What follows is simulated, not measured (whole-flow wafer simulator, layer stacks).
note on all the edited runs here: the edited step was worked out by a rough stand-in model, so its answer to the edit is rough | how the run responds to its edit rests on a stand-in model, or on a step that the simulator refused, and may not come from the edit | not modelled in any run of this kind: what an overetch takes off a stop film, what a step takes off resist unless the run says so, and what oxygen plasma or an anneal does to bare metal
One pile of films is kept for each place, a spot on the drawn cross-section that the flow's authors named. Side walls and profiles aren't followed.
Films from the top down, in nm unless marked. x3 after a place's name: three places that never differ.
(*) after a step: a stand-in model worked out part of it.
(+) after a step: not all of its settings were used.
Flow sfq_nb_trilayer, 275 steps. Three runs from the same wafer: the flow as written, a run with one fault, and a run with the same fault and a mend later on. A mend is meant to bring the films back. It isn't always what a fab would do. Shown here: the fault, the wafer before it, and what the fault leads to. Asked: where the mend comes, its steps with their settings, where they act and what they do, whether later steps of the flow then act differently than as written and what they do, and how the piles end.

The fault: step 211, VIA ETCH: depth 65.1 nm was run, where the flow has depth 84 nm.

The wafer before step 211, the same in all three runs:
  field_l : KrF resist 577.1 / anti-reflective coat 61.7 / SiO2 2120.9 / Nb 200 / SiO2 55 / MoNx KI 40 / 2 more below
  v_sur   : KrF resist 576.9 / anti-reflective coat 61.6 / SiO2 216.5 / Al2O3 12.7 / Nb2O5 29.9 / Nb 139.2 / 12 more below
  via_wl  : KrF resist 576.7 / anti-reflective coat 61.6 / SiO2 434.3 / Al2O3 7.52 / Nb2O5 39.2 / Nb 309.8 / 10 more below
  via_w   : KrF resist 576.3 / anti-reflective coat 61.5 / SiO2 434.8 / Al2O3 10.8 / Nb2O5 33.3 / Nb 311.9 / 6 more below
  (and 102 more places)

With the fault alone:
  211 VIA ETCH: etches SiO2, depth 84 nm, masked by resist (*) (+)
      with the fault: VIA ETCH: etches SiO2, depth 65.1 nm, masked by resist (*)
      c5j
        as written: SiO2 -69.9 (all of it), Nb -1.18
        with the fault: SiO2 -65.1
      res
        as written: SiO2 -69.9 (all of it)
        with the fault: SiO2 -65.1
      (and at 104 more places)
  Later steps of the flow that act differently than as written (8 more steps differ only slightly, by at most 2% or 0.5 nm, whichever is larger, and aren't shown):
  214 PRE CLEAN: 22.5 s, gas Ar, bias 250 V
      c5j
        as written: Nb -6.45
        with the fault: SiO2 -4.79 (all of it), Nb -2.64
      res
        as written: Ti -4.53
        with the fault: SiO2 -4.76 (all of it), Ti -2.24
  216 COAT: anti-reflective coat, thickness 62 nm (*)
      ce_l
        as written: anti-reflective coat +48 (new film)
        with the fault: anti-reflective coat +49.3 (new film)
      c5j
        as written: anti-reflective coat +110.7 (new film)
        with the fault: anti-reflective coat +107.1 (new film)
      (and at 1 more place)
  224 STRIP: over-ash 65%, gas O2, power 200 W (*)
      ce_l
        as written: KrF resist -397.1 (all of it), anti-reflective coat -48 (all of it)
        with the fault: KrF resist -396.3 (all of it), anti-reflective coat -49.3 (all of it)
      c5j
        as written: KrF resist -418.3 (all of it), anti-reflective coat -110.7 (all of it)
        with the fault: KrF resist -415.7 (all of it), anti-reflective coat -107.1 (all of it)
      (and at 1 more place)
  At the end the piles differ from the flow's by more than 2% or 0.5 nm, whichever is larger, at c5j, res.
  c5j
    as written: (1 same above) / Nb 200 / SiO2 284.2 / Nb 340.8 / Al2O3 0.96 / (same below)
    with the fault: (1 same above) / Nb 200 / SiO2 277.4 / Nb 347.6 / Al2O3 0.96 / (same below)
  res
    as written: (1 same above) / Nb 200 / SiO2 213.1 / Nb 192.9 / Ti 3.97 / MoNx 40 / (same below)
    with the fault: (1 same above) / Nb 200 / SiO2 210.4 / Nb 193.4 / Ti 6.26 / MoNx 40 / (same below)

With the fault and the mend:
  The mend comes after step 212.
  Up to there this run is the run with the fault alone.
  212a COAT: anti-reflective coat, thickness 62 nm (*) (the flow's step 204 once more)
      lsp_l, ln_m5, p4_fl x3 and 61 more
        anti-reflective coat +62 (new film)
      field_r, lsp_m, ln_m6 and 7 more
        anti-reflective coat +61.9 (new film)
      v_sur, via_wl
        anti-reflective coat +61.5 (new film)
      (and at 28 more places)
  212b COAT: KrF resist, thickness 650 nm (*) (the flow's step 205 once more)
      l0_sur, p4_fl x3, p4_w1 x9 and 35 more
        KrF resist +650 (new film)
      l0v, wl_b_m5, wl_b_sr and 13 more
        KrF resist +649.9 (new film)
      ln_m6, wl_j_sl, wl_j_sr
        KrF resist +650.2 (new film)
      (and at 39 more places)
  212c SOFTBAKE: KrF resist (the flow's step 206 once more)
      changes no film at any place that is followed
  212d EXPOSE: photomask C5, dose 11.94 mJ/cm2, NA 0.6, wavelength 248 nm (*) (the flow's step 207 once more)
      changes no film at any place that is followed
  212e PEB: KrF resist, 90 s (the flow's step 208 once more)
      field_l, sp_r, res and 81 more
        KrF resist -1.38
      v_sur, via_wl, via_w, via_wr, via_sp, be_sur, jj_sur
        KrF resist -1.37
      r5r_line_l, r5r_line_c, r5r_line_r
        KrF resist -1.34
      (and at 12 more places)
  212f DEVELOP: KrF resist, thickness 650 nm, 60 s (the flow's step 209 once more)
      field_l, v_sur, via_wl and 101 more
        KrF resist -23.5
      c5j
        KrF resist -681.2 (all of it)
      res
        KrF resist -650.3 (all of it)
  212g VIA ETCH: etches anti-reflective coat, depth 125 nm, masked by resist (+) (the flow's step 210 once more)
      field_l, v_sur, via_wl and 101 more
        KrF resist -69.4
      c5j
        anti-reflective coat -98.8 (all of it), SiO2 -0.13
      res
        anti-reflective coat -87.4 (all of it), SiO2 -0.19
  212h VIA ETCH: etches SiO2, depth 18.9 nm, masked by resist (*) (+) (the flow's step 211 once more, with other settings)
      field_l, v_sur, via_wl and 101 more
        KrF resist -1.18
      c5j
        SiO2 -4.66 (all of it), Nb -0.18
      res
        SiO2 -4.57 (all of it)
  212i STRIP: over-ash 65%, gas O2, power 200 W (*) (the flow's step 212 once more)
      p4_fl x3, p4_w1 x9, p4_g1 x2 and 33 more
        KrF resist -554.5 (all of it), anti-reflective coat -62 (all of it)
      wl_b_sr, wl_c_sl, wl_c_m6 and 10 more
        KrF resist -554.4 (all of it), anti-reflective coat -62 (all of it)
      wl_b_sl, wl_b_m5, wl_g_sl, wl_g_m5
        KrF resist -554.3 (all of it), anti-reflective coat -62 (all of it)
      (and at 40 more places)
  No later step of the flow acts differently than as written, at any place that is followed, by more than 2% or 0.5 nm, whichever is larger.
  At the end the piles differ from the flow's only slightly at the places that both follow, by at most 2% or 0.5 nm, whichever is larger.
